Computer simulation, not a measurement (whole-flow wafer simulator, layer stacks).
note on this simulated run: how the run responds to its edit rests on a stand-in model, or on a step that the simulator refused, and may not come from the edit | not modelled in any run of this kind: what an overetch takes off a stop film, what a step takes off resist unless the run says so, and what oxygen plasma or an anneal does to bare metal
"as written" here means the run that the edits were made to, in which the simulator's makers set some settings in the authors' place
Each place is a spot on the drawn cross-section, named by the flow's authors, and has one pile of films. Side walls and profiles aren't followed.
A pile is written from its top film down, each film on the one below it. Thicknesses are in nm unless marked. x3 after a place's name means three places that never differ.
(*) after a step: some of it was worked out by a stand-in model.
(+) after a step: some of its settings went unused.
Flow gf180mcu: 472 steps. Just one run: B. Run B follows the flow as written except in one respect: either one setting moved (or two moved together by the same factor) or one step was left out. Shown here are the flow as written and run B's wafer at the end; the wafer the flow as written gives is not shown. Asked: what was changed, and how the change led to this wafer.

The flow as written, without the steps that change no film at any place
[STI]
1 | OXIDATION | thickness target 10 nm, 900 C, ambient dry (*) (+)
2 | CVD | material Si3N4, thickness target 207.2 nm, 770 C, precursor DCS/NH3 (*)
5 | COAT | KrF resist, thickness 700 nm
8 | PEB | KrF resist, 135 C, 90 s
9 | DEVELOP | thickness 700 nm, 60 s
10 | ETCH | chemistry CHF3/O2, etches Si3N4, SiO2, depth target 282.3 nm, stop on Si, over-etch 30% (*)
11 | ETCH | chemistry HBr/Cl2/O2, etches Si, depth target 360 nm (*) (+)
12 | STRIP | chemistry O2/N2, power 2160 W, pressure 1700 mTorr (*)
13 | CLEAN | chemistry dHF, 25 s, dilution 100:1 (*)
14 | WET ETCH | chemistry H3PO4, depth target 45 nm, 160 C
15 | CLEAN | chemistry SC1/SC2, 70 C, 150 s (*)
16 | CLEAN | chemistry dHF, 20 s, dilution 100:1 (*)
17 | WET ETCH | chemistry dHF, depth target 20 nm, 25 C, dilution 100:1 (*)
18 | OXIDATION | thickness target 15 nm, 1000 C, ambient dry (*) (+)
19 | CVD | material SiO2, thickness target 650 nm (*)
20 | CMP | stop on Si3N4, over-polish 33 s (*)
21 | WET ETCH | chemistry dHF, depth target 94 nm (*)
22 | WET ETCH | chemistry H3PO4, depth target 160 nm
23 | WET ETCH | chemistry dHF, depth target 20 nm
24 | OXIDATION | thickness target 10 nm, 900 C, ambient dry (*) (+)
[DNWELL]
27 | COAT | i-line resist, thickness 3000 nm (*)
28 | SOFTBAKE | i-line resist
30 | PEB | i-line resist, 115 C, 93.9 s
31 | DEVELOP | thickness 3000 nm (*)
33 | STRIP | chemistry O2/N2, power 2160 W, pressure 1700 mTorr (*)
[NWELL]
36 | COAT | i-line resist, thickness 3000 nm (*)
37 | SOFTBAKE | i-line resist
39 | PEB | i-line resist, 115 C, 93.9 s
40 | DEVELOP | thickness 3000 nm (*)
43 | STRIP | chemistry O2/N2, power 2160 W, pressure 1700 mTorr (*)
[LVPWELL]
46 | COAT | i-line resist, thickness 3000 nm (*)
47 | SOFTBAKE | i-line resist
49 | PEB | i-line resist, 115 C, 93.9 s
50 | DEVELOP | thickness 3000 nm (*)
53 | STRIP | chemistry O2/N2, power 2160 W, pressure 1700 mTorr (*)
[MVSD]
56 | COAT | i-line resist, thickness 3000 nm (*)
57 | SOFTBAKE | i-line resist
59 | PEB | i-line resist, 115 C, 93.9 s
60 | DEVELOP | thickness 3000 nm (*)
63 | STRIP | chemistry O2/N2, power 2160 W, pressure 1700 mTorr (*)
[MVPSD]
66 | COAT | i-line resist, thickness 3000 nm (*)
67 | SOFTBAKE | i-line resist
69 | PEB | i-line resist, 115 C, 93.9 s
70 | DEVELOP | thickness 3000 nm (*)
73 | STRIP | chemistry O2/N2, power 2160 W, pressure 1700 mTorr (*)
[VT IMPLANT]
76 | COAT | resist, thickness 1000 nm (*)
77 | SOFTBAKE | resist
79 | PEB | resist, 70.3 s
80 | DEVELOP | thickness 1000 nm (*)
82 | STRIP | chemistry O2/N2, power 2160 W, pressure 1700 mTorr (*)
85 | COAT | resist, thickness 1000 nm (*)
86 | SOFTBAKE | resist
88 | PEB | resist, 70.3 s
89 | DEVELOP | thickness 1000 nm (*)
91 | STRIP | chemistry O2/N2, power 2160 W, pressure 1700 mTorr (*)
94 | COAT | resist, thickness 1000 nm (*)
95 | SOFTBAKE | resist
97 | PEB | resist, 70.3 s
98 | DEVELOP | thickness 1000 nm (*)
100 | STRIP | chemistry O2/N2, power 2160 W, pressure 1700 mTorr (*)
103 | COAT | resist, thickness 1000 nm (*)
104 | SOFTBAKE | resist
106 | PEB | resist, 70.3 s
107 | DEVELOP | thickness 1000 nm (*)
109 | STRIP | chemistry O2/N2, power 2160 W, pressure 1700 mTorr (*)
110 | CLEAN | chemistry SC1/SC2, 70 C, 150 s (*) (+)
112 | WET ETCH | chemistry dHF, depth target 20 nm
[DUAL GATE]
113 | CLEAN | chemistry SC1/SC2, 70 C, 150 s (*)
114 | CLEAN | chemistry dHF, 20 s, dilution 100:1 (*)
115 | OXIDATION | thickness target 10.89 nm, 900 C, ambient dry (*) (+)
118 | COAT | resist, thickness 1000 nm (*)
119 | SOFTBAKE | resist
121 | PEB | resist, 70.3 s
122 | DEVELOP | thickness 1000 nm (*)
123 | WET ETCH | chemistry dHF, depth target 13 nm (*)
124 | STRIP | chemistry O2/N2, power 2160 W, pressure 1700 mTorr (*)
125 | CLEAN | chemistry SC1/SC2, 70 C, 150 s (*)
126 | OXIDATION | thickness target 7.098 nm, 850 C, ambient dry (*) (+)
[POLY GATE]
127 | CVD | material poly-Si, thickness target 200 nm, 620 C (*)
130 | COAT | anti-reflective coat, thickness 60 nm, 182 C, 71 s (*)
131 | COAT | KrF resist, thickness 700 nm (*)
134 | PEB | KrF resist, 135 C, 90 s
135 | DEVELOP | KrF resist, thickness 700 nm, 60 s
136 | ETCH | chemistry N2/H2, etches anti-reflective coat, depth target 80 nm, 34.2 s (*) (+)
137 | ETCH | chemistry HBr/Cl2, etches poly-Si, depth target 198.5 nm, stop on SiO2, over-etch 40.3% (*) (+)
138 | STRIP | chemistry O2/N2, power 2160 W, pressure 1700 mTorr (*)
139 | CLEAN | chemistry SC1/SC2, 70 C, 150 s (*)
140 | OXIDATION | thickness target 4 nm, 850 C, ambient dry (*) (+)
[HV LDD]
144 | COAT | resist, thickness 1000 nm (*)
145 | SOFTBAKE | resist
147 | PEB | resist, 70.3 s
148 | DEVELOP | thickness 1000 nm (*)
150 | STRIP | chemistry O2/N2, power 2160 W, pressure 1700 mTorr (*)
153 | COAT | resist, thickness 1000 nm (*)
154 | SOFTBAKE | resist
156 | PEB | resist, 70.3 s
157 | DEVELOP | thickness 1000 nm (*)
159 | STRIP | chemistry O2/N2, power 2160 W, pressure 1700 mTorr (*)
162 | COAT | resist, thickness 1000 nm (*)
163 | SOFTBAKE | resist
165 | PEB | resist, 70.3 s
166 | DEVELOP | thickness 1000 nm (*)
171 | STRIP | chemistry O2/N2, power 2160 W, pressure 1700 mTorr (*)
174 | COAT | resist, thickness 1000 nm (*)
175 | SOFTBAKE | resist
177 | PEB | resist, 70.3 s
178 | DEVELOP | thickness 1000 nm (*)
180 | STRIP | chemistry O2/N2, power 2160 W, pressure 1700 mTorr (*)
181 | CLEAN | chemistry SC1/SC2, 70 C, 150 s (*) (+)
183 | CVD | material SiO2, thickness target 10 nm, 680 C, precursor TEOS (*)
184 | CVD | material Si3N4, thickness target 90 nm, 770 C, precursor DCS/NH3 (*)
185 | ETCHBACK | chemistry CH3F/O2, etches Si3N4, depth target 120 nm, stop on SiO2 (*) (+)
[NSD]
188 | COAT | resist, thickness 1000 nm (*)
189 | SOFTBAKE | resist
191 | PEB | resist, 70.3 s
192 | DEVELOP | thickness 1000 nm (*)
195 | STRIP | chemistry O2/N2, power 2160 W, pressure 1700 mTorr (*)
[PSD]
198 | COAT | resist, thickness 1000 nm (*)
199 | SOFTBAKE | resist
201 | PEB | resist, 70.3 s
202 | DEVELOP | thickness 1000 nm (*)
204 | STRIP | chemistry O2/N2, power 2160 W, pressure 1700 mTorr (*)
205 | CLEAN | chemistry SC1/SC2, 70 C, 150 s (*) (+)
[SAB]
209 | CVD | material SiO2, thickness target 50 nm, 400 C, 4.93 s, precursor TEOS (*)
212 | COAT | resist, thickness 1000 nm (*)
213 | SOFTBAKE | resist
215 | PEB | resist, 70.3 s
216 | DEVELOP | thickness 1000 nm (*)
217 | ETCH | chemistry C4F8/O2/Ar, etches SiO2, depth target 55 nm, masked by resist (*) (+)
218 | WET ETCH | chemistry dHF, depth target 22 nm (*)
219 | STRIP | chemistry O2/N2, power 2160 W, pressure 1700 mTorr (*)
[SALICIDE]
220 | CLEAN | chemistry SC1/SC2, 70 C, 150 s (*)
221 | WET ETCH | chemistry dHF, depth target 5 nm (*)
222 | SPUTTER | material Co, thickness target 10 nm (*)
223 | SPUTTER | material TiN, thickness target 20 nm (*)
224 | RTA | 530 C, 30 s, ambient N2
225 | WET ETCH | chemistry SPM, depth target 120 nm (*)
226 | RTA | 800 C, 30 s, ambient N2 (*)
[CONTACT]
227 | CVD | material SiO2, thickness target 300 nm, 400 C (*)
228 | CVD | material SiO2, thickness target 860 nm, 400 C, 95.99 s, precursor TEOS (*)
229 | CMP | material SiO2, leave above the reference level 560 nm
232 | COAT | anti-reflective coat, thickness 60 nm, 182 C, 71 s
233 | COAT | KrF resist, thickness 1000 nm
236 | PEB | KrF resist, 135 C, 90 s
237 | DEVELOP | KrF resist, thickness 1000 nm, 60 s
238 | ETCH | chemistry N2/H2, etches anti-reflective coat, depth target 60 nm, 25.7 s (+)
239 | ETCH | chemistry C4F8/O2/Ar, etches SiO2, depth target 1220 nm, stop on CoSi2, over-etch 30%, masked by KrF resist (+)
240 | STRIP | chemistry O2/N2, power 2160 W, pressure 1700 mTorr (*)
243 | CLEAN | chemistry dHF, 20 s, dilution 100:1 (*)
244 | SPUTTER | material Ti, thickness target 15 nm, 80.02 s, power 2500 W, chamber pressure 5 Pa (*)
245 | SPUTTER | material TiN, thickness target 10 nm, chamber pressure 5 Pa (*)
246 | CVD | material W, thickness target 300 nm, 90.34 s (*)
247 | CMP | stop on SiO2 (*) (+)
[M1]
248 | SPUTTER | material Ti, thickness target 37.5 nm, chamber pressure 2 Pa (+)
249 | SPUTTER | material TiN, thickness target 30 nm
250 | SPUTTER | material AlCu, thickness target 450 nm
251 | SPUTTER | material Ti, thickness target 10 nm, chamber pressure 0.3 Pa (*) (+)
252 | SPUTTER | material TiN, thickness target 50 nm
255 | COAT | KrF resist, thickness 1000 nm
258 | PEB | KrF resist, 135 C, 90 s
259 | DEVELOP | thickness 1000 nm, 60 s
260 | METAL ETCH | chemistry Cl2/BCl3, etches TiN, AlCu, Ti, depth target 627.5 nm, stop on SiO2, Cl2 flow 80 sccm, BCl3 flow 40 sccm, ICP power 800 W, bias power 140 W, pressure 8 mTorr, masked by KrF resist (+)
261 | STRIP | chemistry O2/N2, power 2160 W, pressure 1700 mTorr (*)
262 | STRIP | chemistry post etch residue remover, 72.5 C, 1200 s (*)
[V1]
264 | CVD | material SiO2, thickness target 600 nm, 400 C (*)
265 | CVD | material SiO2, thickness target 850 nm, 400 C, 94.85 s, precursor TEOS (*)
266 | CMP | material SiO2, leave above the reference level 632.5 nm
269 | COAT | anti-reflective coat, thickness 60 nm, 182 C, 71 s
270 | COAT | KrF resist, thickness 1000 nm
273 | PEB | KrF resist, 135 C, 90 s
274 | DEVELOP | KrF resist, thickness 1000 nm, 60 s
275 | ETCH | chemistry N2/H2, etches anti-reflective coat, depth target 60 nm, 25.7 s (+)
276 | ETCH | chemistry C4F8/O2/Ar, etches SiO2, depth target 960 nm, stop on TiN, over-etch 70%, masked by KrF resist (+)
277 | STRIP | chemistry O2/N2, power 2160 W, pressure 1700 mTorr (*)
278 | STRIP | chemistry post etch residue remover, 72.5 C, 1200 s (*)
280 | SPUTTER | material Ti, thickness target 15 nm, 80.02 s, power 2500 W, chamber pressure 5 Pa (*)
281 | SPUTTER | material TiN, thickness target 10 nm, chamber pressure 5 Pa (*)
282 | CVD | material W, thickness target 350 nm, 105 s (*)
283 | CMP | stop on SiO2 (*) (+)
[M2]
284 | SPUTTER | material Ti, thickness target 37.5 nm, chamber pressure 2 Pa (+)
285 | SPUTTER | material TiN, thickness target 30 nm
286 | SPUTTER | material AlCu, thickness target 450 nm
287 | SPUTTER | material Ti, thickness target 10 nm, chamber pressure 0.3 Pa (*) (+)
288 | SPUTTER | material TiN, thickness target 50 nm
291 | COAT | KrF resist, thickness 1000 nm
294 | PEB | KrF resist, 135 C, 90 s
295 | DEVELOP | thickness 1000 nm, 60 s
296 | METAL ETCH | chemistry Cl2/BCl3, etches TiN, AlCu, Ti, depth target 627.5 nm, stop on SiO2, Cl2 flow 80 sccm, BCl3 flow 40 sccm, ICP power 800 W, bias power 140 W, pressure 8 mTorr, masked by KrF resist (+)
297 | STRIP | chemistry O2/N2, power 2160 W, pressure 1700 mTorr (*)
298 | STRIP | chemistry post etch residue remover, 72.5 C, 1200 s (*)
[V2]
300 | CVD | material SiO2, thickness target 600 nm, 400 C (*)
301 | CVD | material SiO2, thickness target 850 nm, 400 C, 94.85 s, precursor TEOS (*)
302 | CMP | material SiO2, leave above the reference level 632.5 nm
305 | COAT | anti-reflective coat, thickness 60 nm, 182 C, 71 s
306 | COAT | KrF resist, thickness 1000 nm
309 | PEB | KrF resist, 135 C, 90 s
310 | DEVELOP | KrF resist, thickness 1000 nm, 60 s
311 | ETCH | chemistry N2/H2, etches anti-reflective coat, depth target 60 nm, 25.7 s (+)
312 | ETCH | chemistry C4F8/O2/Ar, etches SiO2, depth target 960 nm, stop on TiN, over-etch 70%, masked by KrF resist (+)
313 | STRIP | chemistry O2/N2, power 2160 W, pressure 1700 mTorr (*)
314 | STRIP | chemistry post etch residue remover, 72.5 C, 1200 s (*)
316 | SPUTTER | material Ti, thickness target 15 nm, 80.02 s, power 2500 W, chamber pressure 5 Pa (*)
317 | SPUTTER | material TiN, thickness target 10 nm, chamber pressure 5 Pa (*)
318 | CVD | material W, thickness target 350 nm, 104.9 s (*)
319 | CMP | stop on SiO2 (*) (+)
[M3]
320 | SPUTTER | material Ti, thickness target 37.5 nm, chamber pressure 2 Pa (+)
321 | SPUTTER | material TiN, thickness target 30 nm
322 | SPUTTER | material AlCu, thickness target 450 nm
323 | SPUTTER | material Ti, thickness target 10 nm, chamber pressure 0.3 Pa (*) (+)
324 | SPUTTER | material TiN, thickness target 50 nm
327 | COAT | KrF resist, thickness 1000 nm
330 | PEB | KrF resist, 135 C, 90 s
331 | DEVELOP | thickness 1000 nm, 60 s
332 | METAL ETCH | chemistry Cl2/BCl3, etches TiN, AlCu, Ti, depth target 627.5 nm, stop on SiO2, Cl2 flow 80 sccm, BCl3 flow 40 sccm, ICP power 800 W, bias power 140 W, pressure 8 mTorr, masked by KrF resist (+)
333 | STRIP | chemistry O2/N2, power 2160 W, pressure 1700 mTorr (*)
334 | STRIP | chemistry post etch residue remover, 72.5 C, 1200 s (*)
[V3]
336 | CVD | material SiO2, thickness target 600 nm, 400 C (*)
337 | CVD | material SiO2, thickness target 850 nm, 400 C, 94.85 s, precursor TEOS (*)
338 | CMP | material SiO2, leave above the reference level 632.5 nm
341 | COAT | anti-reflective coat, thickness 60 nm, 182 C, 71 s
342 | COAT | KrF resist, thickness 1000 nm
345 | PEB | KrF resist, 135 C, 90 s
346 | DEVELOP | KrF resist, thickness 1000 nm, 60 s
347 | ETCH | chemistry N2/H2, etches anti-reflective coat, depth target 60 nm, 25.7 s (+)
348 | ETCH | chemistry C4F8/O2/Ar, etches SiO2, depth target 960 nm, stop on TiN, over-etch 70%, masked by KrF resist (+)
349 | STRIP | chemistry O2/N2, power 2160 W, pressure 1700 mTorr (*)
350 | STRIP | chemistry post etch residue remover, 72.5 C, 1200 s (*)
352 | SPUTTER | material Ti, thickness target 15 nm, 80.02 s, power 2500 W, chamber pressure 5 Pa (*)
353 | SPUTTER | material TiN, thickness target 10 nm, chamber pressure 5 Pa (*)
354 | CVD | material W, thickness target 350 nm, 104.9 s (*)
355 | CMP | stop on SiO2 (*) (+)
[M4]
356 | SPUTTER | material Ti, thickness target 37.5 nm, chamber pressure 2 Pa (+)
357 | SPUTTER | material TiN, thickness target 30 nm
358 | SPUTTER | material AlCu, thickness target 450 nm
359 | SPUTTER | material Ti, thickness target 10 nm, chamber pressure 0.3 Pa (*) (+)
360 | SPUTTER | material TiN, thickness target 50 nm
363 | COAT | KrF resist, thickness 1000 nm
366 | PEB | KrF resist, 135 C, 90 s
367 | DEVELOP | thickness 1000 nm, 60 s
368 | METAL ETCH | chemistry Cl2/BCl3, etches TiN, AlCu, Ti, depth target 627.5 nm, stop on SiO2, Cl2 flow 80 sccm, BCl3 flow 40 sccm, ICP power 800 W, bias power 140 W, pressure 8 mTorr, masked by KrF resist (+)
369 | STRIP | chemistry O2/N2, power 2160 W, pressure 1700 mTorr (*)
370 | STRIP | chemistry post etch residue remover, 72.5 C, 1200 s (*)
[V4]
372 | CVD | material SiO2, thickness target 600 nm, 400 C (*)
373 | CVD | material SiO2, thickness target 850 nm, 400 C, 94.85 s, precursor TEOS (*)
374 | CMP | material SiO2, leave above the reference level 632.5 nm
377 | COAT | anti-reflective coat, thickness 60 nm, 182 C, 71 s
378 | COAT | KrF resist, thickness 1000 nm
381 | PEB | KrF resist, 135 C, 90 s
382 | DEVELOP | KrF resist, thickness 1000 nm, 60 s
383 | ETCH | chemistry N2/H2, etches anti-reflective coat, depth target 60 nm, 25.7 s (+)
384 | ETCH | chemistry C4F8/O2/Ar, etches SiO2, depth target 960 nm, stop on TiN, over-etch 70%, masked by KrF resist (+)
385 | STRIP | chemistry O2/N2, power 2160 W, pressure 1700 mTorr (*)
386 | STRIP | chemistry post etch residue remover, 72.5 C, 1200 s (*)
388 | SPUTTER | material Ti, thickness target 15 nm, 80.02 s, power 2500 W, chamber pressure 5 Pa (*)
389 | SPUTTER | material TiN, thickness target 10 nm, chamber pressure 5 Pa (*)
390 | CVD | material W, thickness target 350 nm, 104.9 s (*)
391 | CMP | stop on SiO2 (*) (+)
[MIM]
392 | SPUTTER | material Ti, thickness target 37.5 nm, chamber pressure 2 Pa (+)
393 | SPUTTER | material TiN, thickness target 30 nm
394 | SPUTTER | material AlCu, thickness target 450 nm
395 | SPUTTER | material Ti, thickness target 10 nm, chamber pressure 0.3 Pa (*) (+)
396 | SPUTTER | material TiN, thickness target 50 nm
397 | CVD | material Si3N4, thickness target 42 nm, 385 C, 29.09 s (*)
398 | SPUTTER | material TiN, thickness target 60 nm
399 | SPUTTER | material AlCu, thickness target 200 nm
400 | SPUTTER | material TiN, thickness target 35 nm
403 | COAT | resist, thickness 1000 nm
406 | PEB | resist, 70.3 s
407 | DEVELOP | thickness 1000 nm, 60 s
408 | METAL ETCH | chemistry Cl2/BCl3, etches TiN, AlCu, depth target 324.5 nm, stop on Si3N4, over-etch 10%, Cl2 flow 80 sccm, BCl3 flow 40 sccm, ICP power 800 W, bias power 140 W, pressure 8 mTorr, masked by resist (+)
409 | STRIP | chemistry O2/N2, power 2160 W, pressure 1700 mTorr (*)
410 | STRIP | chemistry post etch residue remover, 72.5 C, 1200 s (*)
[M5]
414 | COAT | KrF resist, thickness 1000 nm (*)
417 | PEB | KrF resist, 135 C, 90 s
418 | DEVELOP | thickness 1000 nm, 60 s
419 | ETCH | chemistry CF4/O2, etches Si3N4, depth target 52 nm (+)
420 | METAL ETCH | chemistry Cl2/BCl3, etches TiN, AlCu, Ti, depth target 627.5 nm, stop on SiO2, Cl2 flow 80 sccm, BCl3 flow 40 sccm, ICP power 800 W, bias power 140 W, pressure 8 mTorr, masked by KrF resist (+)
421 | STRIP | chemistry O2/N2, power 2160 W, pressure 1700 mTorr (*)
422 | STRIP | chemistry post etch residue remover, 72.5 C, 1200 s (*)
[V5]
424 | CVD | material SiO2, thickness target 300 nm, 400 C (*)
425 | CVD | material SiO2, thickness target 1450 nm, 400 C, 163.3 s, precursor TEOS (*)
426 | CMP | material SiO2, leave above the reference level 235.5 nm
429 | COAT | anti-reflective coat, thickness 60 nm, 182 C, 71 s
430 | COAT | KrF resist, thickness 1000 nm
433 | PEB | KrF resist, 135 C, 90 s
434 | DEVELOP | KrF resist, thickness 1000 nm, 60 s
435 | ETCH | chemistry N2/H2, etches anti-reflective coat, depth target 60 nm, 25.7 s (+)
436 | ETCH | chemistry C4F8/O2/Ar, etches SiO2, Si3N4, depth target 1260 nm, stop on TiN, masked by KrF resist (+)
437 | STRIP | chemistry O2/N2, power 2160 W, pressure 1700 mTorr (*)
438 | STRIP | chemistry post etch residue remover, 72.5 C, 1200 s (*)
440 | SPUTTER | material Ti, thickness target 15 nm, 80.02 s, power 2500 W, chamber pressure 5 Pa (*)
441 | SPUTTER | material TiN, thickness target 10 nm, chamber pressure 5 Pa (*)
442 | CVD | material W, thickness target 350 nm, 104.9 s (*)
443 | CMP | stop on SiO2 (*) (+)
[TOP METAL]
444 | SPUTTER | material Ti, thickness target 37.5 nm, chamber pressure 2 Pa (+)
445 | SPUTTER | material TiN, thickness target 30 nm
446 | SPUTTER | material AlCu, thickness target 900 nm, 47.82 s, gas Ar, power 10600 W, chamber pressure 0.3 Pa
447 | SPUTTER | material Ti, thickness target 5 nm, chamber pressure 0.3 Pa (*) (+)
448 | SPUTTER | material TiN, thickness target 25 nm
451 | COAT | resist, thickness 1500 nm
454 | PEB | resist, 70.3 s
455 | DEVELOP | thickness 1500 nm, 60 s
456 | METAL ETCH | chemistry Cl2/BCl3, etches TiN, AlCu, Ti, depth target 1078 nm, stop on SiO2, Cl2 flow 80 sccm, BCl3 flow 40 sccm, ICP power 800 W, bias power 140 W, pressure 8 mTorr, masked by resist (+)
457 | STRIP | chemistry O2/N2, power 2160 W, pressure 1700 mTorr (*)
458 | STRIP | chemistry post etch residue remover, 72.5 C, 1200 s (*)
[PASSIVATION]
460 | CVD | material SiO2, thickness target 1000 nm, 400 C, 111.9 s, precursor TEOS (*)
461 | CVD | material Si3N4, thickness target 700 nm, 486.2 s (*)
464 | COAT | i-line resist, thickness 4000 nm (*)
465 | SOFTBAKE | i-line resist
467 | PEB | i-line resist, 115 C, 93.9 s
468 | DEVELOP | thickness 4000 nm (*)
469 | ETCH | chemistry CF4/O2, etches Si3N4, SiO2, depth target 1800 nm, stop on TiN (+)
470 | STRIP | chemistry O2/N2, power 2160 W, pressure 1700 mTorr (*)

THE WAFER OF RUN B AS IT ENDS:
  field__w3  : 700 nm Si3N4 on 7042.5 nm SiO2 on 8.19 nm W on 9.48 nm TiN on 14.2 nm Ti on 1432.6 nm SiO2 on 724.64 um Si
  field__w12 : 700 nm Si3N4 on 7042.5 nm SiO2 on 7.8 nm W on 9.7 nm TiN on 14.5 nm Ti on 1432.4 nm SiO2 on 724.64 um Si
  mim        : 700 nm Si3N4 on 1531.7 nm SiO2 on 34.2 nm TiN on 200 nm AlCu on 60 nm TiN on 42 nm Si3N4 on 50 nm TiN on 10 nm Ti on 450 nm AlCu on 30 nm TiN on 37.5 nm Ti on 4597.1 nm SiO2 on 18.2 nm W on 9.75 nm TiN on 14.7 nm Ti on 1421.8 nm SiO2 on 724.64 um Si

The reason: step 229, CMP: leave above the reference level 840 nm was run, though the flow has leave above the reference level 560 nm.

The path from the change to this, step by step:
  229 | CMP | material SiO2, leave above the reference level 560 nm
      field_sub, field_sub__w2: nothing (it would be, as written: -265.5 SiO2)
      field__w2: nothing (it would be, as written: -250 SiO2)
      (as well as at 108 more places)
  232 | COAT | anti-reflective coat, thickness 60 nm, 182 C, 71 s
      sd_p, ld_drift_n: +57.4 anti-reflective coat (new film) (it would be, as written: +60 anti-reflective coat (new film))
      gate_p, sd_p_hv: +58 anti-reflective coat (new film) (it would be, as written: +60 anti-reflective coat (new film))
      (as well as at 33 more places)
  239 | ETCH | chemistry C4F8/O2/Ar, etches SiO2, depth target 1220 nm, stop on CoSi2, over-etch 30%, masked by KrF resist (+)
      field, field__w1, field__w2 and 105 more: -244 KrF resist (it would be, as written: -223.5 KrF resist)
      polyc_n, polyc_p: -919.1 SiO2 (all of it) (it would be, as written: -639.1 SiO2 (all of it))
      (as well as at 1 more place)
  240 | STRIP | chemistry O2/N2, power 2160 W, pressure 1700 mTorr (*)
      iso_nw_fld, iso_ptap_sub, iso_fld_sub and 29 more: -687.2 KrF resist (all of it), -60 anti-reflective coat (all of it) (it would be, as written: -707.7 KrF resist (all of it), -60 anti-reflective coat (all of it))
      p_well, sti, spacer, sd_n, mim_1p0, pad, dice_street: -686.6 KrF resist (all of it), -59.4 anti-reflective coat (all of it) (it would be, as written: -707.7 KrF resist (all of it), -60 anti-reflective coat (all of it))
      (as well as at 69 more places)
  244 | SPUTTER | material Ti, thickness target 15 nm, 80.02 s, power 2500 W, chamber pressure 5 Pa (*)
      field__w2: +14.1 Ti (new film) (it would be, as written: +15 Ti (new film))
      field__w3: +14.2 Ti (new film) (it would be, as written: +15 Ti (new film))
      (as well as at 1 more place)
  245 | SPUTTER | material TiN, thickness target 10 nm, chamber pressure 5 Pa (*)
      field__w2: +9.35 TiN (new film) (it would be, as written: +10 TiN (new film))
      field__w3: +9.48 TiN (new film) (it would be, as written: +10 TiN (new film))
      (as well as at 1 more place)
  246 | CVD | material W, thickness target 300 nm, 90.34 s (*)
      polyc_n, polyc_p: +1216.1 W (new film) (it would be, as written: +936.1 W (new film))
      contact: +1445.3 W (new film) (it would be, as written: +1167.5 W (new film))
  247 | CMP | stop on SiO2 (*) (+)
      field__w3, field__w12: -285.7 W (it would be, as written: -300 W (all of it), -10 TiN (all of it), -15 Ti (all of it), -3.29 SiO2)
      field_sub, field_sub__w2: -300 W (all of it), -10 TiN (all of it), -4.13 Ti (it would be, as written: -300 W (all of it), -10 TiN (all of it), -15 Ti (all of it), -3.29 SiO2)
      (as well as at 10 more places)
  248 | SPUTTER | material Ti, thickness target 37.5 nm, chamber pressure 2 Pa (+)
      field__w6, field_sub, field_sub__w2, active_nat: +37.5 Ti (it would be, as written: +37.5 Ti (new film))
  260 | METAL ETCH | chemistry Cl2/BCl3, etches TiN, AlCu, Ti, depth target 627.5 nm, stop on SiO2, Cl2 flow 80 sccm, BCl3 flow 40 sccm, ICP power 800 W, bias power 140 W, pressure 8 mTorr, masked by KrF resist (+)
      field__w3, field__w12, mim: -50 TiN (all of it), -10 Ti (all of it), -450 AlCu (all of it), -30 TiN (all of it), -37.5 Ti (all of it), -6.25 W (it would be, as written: -50 TiN (all of it), -10 Ti (all of it), -450 AlCu (all of it), -30 TiN (all of it), -37.5 Ti (all of it))
      field__w2: -50 TiN (all of it), -10 Ti (all of it), -450 AlCu (all of it), -30 TiN (all of it), -37.5 Ti (all of it), -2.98 W (all of it), -9.35 TiN (all of it), -14.1 Ti (all of it), -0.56 SiO2 (it would be, as written: -50 TiN (all of it), -10 Ti (all of it), -450 AlCu (all of it), -30 TiN (all of it), -37.5 Ti (all of it))
      (as well as at 6 more places)
  262 | STRIP | chemistry post etch residue remover, 72.5 C, 1200 s (*)
      field__w3, field__w12, mim: -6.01 W (it would be, as written: nothing)
  264 | CVD | material SiO2, thickness target 600 nm, 400 C (*)
      field__w3, field__w12, mim: +600 SiO2 (new film) (it would be, as written: +600 SiO2)
      field__w2: +614.3 SiO2 (it would be, as written: +600 SiO2)
  266 | CMP | material SiO2, leave above the reference level 632.5 nm
      field__w3, field__w12, mim: -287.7 SiO2 (it would be, as written: -300 SiO2)
      field_sub, field_sub__w2: -289.1 SiO2 (it would be, as written: -300 SiO2)
      (as well as at 3 more places)
Taking metal films that touch as one body, field__w3 has 1 body; the flow as written gives 0 bodies.
Taking metal films that touch as one body, field__w12 has 1 body; the flow as written gives 0 bodies.
Taking metal films that touch as one body, mim has 3 bodies (between them, from the top down: Si3N4 42; SiO2 4597.1); the flow as written gives 2 bodies (between them, from the top down: Si3N4 42).
